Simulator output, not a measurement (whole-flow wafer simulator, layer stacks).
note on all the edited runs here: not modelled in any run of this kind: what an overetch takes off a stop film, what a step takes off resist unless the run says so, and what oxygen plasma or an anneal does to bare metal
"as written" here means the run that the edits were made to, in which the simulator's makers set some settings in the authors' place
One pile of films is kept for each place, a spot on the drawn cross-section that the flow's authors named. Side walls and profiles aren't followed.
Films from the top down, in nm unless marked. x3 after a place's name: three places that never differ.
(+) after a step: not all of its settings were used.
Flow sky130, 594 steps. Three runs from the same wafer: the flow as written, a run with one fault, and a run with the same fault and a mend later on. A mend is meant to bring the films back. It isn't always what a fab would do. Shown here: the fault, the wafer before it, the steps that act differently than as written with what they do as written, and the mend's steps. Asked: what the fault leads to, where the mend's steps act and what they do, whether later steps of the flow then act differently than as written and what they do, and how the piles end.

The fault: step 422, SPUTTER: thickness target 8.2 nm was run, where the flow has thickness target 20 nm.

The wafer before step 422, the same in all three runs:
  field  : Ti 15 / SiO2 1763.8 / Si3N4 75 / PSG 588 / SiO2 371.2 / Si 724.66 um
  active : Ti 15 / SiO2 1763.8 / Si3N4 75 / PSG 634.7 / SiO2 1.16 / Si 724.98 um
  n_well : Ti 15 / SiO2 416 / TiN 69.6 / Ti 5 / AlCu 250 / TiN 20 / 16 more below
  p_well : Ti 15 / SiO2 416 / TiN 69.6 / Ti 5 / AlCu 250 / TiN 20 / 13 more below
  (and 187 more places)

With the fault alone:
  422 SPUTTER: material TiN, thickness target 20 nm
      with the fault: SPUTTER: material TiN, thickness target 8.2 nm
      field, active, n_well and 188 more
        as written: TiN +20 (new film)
        with the fault: TiN +8.2 (new film)
  Later steps of the flow that act differently than as written (17 more steps differ only slightly, by at most 2% or 0.5 nm, whichever is larger, and aren't shown):
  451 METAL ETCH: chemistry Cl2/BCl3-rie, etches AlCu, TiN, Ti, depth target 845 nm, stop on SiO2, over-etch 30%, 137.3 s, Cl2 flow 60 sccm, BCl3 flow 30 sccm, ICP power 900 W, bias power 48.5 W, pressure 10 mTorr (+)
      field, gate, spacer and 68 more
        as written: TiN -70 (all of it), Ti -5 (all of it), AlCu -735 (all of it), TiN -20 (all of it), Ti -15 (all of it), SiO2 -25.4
        with the fault: TiN -70 (all of it), Ti -5 (all of it), AlCu -735 (all of it), TiN -8.2 (all of it), Ti -15 (all of it), SiO2 -26.5
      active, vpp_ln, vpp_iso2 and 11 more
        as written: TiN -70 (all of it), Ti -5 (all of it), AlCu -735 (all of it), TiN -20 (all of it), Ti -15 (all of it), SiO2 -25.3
        with the fault: TiN -70 (all of it), Ti -5 (all of it), AlCu -735 (all of it), TiN -8.2 (all of it), Ti -15 (all of it), SiO2 -26.5
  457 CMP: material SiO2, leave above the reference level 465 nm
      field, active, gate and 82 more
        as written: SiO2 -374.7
        with the fault: SiO2 -385.3
  At the end the piles differ from the flow's by more than 2% or 0.5 nm, whichever is larger, at n_well, p_well, gate_hv and 104 more.
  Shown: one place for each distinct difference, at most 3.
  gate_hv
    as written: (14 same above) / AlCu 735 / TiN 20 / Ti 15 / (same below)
    with the fault: (14 same above) / AlCu 735 / TiN 8.2 / Ti 15 / (same below)
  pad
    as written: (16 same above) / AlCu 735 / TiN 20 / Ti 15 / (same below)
    with the fault: (16 same above) / AlCu 735 / TiN 8.2 / Ti 15 / (same below)
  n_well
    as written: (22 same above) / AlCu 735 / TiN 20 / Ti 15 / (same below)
    with the fault: (22 same above) / AlCu 735 / TiN 8.2 / Ti 15 / (same below)

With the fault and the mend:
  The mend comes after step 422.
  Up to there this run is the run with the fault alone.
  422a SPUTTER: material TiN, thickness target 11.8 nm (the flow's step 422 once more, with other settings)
      field, active, n_well and 188 more
        TiN +11.8
  No later step of the flow acts differently than as written at any place that is followed.
  At the end the piles are the same as the flow's at every place that both follow.
